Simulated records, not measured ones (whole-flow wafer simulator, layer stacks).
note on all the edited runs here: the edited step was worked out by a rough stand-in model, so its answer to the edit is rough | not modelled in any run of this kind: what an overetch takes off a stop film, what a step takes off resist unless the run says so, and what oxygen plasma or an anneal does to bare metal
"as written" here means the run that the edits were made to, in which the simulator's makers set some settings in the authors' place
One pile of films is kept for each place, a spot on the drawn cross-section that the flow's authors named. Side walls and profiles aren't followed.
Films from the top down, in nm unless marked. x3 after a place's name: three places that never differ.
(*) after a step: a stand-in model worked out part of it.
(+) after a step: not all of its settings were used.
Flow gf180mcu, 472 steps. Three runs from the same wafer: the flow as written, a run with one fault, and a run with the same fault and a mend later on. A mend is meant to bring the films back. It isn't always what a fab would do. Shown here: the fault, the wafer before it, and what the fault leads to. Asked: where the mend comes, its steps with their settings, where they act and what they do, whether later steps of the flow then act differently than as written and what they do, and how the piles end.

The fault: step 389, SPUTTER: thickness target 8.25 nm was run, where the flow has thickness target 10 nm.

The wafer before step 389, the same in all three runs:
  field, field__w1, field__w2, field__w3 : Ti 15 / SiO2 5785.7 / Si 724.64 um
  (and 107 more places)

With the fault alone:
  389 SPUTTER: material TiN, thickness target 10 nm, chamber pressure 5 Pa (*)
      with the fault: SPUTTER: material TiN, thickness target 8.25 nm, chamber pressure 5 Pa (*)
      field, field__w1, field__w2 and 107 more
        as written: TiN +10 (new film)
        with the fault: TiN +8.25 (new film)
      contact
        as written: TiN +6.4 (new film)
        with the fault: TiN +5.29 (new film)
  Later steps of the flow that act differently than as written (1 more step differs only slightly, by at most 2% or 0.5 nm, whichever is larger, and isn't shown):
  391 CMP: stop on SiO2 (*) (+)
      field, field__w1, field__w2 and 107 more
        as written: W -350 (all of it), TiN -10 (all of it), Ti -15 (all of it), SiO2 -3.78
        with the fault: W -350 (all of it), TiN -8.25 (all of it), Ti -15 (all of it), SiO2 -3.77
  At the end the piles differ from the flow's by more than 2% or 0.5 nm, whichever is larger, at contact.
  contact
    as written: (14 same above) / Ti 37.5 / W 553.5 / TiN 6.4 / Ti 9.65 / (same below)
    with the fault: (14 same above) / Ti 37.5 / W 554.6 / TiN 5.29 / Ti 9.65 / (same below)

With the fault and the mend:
  The mend comes after step 389.
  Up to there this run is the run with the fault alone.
  389a SPUTTER: material TiN, thickness target 1.75 nm, chamber pressure 5 Pa (*) (the flow's step 389 once more, with other settings)
      field, field__w1, field__w2 and 107 more
        TiN +1.75
      contact
        TiN +1.12
  No later step of the flow acts differently than as written at any place that is followed.
  At the end the piles are the same as the flow's at every place that both follow.
